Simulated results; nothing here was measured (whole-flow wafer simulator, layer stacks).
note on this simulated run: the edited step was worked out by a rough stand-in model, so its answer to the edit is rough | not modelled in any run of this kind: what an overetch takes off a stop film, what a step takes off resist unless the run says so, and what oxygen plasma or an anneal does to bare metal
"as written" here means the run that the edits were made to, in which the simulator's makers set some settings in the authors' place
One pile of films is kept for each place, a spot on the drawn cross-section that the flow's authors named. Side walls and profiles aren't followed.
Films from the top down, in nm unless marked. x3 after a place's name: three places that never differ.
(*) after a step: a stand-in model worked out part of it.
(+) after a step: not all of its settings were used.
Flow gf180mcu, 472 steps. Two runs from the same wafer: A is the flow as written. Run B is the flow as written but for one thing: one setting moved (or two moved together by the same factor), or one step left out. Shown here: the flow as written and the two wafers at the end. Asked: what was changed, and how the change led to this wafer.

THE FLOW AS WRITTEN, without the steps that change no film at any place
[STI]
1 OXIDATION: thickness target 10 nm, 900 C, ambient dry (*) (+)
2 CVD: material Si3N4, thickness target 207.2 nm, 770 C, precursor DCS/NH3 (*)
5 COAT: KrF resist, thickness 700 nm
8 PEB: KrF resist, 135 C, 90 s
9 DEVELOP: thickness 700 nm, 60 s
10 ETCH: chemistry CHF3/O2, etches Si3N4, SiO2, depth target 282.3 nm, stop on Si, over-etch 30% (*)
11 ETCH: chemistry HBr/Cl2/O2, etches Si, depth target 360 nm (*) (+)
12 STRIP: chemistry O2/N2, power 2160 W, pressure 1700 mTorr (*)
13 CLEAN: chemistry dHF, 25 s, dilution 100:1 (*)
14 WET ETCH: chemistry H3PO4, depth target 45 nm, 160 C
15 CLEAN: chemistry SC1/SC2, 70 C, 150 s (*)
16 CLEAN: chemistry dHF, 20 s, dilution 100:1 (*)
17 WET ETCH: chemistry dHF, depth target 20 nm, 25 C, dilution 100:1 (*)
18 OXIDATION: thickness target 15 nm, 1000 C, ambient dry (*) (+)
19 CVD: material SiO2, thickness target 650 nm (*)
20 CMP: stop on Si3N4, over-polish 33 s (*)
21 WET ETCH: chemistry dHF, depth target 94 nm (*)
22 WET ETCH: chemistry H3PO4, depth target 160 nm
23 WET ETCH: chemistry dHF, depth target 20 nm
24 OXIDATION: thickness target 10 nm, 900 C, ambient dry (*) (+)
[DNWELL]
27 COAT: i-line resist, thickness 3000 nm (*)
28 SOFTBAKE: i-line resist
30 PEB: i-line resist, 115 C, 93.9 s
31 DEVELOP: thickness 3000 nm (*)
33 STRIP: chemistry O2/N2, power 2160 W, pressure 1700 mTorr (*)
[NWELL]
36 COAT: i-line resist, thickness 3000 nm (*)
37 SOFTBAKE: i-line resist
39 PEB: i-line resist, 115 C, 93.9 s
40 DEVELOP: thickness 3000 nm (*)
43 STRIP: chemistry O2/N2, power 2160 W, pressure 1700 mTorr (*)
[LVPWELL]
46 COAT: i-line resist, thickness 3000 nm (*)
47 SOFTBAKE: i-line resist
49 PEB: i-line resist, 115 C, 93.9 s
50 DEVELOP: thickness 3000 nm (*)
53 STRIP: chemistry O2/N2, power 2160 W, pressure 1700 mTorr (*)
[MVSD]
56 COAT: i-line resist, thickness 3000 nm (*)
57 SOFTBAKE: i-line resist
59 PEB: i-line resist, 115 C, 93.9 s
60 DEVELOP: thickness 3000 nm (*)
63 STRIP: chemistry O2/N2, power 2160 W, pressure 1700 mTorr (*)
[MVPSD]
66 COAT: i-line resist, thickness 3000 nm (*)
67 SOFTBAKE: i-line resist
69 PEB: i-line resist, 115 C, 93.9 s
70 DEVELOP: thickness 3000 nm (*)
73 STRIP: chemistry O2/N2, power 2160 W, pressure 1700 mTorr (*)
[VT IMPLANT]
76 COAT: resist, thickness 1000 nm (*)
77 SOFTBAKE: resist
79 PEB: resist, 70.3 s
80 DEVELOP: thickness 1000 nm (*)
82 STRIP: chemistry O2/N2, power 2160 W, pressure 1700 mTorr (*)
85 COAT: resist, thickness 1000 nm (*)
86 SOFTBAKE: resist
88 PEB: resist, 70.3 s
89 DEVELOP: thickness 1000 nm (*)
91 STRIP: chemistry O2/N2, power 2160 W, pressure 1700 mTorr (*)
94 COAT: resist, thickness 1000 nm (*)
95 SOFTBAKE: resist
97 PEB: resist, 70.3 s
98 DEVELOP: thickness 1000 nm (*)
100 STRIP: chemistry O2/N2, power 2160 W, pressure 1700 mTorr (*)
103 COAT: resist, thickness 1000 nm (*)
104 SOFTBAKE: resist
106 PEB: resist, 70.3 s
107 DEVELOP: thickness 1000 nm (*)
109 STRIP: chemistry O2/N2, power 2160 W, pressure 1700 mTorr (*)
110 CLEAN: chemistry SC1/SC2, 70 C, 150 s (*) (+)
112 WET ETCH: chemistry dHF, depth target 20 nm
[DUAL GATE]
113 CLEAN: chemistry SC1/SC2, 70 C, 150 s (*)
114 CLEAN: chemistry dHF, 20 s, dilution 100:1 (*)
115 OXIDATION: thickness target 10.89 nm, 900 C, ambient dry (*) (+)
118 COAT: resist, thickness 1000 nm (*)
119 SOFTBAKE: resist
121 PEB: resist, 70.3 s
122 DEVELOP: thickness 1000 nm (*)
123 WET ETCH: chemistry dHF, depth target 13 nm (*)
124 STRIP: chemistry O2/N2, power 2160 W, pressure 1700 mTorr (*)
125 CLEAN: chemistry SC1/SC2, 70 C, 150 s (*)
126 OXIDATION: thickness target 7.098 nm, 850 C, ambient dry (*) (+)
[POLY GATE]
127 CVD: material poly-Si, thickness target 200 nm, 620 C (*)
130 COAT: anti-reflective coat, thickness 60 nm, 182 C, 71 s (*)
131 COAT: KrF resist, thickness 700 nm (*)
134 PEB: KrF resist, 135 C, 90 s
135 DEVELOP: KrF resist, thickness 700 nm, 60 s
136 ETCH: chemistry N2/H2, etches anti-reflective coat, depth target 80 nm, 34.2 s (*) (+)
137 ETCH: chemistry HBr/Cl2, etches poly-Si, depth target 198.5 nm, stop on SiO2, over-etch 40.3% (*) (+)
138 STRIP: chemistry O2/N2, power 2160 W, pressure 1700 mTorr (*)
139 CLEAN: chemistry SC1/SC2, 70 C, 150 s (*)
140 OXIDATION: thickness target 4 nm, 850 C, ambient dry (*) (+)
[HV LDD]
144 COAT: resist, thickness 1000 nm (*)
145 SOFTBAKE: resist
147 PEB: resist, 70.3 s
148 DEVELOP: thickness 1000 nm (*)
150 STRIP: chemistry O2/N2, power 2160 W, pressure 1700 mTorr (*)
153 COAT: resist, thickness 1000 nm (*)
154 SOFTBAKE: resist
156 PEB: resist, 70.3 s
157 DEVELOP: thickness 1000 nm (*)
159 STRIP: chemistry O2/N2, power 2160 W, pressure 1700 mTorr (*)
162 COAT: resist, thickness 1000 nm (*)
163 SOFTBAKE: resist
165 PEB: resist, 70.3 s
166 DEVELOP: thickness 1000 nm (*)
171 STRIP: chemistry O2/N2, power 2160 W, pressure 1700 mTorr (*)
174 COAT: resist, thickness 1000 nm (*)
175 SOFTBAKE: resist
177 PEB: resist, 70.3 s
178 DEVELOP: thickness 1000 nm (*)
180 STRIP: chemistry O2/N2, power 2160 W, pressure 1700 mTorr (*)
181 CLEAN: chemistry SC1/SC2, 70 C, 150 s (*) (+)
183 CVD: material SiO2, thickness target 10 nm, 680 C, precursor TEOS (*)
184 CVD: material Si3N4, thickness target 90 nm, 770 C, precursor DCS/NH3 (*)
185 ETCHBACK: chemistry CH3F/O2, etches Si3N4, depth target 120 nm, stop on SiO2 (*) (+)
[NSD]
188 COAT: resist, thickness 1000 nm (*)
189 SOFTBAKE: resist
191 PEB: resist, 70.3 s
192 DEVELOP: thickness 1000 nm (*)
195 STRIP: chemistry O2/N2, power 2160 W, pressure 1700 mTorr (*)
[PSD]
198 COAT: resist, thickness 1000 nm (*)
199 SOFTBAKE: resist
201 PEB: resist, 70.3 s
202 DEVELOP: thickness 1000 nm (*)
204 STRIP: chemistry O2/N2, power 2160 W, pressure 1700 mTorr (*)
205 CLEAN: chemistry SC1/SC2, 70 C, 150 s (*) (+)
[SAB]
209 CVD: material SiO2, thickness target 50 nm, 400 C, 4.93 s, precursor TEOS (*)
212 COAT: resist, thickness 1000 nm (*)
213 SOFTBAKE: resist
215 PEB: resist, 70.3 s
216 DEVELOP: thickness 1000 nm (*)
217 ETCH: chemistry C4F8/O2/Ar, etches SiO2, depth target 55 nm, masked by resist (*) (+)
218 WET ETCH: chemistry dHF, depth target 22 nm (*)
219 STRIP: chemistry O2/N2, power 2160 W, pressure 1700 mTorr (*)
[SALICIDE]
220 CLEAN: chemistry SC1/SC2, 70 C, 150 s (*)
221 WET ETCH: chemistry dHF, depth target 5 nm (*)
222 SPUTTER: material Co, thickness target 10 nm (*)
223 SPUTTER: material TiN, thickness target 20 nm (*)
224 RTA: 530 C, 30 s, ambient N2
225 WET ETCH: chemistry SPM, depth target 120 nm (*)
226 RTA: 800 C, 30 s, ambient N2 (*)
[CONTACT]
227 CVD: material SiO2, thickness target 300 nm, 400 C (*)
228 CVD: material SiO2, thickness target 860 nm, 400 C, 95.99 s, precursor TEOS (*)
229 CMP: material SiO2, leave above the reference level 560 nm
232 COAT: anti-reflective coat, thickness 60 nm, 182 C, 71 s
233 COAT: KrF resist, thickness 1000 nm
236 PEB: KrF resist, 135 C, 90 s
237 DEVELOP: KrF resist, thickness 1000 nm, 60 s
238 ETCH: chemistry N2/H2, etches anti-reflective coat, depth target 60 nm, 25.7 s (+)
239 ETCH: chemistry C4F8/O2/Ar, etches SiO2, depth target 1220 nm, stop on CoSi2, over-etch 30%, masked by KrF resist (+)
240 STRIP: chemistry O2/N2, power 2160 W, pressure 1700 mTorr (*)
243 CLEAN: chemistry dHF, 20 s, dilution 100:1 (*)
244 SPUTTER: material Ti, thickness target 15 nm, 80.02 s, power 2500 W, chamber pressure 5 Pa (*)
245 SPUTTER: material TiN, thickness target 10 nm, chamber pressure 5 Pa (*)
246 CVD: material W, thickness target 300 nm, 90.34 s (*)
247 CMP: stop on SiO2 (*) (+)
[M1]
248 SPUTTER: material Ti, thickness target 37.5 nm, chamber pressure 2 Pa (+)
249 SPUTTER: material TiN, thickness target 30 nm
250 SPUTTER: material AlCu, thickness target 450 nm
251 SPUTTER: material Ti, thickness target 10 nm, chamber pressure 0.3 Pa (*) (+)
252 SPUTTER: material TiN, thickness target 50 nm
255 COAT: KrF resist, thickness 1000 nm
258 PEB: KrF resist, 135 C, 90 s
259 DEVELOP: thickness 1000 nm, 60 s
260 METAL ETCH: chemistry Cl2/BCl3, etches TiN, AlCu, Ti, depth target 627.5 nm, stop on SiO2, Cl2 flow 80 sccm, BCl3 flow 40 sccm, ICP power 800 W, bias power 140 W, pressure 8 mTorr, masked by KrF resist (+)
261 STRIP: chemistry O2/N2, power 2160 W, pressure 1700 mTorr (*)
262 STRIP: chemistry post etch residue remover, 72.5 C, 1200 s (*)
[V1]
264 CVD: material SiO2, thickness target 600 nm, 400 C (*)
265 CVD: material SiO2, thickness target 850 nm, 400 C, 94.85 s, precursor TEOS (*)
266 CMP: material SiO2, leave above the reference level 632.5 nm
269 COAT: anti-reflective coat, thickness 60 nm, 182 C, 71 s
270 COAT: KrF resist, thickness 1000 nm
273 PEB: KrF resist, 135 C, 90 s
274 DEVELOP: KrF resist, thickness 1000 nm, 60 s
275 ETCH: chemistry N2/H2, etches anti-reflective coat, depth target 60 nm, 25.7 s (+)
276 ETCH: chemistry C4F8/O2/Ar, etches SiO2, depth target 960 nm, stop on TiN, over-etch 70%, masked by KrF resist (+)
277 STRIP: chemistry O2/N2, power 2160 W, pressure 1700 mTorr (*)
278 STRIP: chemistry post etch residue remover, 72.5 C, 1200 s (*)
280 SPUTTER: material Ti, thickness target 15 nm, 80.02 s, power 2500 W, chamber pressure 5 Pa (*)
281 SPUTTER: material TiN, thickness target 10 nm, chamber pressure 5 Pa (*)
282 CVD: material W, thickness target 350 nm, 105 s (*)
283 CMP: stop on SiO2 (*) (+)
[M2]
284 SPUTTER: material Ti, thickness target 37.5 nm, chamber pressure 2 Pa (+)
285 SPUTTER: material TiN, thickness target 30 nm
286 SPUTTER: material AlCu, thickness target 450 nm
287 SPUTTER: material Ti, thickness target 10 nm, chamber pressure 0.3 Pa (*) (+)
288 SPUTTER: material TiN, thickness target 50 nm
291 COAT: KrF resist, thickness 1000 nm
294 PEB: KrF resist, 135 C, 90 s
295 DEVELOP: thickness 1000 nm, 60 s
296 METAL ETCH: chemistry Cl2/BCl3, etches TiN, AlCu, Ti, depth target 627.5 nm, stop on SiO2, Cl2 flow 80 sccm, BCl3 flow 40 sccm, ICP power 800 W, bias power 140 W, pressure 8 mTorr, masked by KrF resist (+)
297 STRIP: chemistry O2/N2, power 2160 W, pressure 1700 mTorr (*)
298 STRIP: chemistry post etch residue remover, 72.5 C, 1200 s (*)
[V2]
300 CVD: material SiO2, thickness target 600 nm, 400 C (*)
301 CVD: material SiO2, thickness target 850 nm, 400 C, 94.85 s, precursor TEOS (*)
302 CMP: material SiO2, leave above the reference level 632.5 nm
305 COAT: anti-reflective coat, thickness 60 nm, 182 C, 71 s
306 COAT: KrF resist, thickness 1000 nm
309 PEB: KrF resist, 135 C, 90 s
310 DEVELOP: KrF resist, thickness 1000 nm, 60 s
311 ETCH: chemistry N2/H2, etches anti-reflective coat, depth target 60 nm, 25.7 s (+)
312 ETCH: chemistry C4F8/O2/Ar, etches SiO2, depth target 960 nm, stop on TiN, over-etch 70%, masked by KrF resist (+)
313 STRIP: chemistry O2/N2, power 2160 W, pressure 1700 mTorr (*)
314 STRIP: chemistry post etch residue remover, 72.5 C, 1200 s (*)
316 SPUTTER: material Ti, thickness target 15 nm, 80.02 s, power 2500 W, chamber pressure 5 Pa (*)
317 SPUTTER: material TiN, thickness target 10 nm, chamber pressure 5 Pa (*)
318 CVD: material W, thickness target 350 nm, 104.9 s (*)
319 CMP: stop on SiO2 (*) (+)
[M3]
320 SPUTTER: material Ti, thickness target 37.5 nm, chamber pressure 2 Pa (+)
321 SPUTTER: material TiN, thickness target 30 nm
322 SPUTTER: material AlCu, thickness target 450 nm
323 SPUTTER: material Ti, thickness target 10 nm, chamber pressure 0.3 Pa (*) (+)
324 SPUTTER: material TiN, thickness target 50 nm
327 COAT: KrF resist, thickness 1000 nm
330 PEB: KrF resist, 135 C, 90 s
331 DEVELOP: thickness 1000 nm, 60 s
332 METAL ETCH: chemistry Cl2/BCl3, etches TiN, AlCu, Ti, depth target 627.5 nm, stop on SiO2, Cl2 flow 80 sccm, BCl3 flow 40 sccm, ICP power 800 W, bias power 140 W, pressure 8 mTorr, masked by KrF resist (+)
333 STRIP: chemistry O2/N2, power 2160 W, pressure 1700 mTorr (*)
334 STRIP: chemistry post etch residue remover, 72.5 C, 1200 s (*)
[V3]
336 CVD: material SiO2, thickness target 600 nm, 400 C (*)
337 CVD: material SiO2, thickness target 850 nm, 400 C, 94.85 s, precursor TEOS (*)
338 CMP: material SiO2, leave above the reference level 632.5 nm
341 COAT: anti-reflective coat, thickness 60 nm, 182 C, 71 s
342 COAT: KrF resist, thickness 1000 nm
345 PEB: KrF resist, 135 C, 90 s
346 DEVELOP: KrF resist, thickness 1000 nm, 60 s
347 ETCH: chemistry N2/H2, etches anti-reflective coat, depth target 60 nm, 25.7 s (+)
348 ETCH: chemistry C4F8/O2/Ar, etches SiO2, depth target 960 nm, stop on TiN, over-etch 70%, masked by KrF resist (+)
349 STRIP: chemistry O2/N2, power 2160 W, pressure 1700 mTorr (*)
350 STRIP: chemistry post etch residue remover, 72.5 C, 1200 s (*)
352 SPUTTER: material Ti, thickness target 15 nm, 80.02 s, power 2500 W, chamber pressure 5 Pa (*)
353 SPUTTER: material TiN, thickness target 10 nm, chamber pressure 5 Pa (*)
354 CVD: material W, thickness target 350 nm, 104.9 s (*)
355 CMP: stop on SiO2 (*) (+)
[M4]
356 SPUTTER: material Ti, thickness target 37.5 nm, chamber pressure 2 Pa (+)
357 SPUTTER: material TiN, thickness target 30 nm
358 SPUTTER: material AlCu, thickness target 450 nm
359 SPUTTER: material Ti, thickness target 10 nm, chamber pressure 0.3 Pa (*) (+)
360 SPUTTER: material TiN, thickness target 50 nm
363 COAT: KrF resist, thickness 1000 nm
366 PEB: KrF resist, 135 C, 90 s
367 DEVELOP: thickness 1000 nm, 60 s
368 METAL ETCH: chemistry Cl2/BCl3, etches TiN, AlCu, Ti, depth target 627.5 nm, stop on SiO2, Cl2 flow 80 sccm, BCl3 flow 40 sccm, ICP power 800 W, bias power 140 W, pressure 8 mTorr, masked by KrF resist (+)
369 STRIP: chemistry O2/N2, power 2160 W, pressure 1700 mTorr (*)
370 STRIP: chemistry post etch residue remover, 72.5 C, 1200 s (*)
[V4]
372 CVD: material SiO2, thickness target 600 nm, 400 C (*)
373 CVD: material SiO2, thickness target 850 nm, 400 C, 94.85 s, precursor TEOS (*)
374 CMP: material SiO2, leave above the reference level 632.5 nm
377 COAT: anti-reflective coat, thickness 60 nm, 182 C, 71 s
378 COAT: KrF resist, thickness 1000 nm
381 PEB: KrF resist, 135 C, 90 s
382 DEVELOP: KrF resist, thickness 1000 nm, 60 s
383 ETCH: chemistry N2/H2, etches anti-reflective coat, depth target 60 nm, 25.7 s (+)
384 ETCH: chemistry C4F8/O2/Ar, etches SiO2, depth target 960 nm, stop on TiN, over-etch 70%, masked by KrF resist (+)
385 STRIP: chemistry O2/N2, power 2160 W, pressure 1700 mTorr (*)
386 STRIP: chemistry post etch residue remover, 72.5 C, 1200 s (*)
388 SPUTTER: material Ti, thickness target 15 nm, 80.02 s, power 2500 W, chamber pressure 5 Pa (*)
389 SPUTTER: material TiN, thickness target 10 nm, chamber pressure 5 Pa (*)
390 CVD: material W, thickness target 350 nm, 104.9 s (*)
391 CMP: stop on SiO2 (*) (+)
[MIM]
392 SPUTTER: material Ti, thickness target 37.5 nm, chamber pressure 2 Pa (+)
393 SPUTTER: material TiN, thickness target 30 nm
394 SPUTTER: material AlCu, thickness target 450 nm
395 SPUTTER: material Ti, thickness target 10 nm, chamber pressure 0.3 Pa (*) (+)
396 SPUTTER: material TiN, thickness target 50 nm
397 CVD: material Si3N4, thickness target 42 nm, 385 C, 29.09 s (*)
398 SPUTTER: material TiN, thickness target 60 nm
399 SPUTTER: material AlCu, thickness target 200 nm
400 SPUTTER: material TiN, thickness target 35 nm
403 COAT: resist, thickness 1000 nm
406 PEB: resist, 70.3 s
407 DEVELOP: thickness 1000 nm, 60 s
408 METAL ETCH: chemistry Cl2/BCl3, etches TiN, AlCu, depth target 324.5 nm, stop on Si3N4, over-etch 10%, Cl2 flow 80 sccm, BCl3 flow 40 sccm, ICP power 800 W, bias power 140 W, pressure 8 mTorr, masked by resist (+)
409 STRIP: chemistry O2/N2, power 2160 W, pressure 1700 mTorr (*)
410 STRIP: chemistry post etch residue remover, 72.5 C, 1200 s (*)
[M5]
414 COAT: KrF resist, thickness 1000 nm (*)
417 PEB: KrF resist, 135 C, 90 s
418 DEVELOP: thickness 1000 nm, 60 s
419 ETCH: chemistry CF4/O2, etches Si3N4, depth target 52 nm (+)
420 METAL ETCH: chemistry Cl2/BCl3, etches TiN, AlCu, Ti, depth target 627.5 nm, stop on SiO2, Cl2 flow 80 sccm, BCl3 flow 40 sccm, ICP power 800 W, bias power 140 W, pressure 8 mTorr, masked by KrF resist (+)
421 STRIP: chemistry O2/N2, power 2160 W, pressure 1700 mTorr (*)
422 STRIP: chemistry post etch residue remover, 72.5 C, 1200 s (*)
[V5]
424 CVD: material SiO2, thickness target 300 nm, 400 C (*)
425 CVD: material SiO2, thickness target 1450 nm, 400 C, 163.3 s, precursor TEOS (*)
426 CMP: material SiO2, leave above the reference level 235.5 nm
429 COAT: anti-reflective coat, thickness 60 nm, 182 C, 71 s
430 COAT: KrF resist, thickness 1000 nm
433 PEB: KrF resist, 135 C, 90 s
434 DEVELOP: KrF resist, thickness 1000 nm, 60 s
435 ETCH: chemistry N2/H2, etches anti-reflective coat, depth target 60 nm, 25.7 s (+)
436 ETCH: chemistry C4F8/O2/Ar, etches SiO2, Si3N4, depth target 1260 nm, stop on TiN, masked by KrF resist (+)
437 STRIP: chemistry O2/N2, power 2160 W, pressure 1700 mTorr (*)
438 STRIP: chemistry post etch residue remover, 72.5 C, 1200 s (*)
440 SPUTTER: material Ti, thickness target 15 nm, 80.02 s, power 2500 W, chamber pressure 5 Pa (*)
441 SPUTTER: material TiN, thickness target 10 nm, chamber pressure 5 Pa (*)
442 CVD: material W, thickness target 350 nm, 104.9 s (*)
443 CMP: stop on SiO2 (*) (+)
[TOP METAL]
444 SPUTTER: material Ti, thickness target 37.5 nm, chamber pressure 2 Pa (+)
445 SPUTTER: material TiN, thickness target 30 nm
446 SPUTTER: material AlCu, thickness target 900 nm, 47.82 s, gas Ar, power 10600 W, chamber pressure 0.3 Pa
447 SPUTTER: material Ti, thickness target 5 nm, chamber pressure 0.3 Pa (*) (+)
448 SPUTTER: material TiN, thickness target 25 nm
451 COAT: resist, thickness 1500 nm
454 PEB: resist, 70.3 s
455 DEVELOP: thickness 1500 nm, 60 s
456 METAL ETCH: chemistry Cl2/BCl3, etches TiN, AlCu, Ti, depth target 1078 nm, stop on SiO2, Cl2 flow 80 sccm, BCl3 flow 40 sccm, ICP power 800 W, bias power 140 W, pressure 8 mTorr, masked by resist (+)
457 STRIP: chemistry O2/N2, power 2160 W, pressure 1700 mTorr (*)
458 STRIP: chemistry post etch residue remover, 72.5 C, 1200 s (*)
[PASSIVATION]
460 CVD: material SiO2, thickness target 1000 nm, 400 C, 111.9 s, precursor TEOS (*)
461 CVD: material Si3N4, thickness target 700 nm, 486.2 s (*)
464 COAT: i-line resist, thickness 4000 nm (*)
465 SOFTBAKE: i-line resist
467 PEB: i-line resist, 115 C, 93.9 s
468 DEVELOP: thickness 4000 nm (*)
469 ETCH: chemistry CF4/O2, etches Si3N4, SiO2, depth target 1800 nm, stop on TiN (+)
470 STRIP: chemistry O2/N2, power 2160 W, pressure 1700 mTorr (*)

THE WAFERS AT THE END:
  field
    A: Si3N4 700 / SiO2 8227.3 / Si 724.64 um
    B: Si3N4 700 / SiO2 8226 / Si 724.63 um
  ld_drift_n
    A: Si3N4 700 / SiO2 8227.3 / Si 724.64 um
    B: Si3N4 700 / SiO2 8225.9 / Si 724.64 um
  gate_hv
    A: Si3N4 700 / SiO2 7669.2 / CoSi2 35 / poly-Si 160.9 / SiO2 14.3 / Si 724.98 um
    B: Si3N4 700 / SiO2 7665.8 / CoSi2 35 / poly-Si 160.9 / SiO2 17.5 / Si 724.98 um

The cause: step 126, OXIDATION: thickness target 10.82 nm was run, where the flow has thickness target 7.098 nm.

How the change led to this, step by step:
  126 OXIDATION: thickness target 7.098 nm, 850 C, ambient dry (*) (+)
      gate_hv, active_hv, active_nat and 25 more: A SiO2 +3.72, Si -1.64 | B SiO2 +6.92, Si -3.05
      ld_fp_n, ld_drift_n, ld_fp_p and 13 more: A SiO2 +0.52, Si -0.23 | B SiO2 +1.06, Si -0.47
      (and at 48 more places)
  189 SOFTBAKE: resist
      active_hv: A resist +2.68 | B resist -0.53
      nw_enc_fld_lv__w3: A resist +2.11 | B resist -1.6
      (and at 1 more place)
  199 SOFTBAKE: resist
      active_hv: A resist +2.68 | B resist -0.53
      nw_enc_fld_lv__w3: A resist +2.11 | B resist -1.6
      (and at 1 more place)
  218 WET ETCH: chemistry dHF, depth target 22 nm (*)
      active, p_well, sd_n, iso_ptap_pw, iso_ntap_nw, iso_ptap_sub, vpnp_e: A SiO2 -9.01 (all of it) | B SiO2 -12.5 (all of it)
      ldn_tap, ldn_src, ldn_drn, ldp_tap, ldp_src, ldp_drn, ldp_gr: A SiO2 -16 (all of it) | B SiO2 -19 (all of it)
      (and at 9 more places)
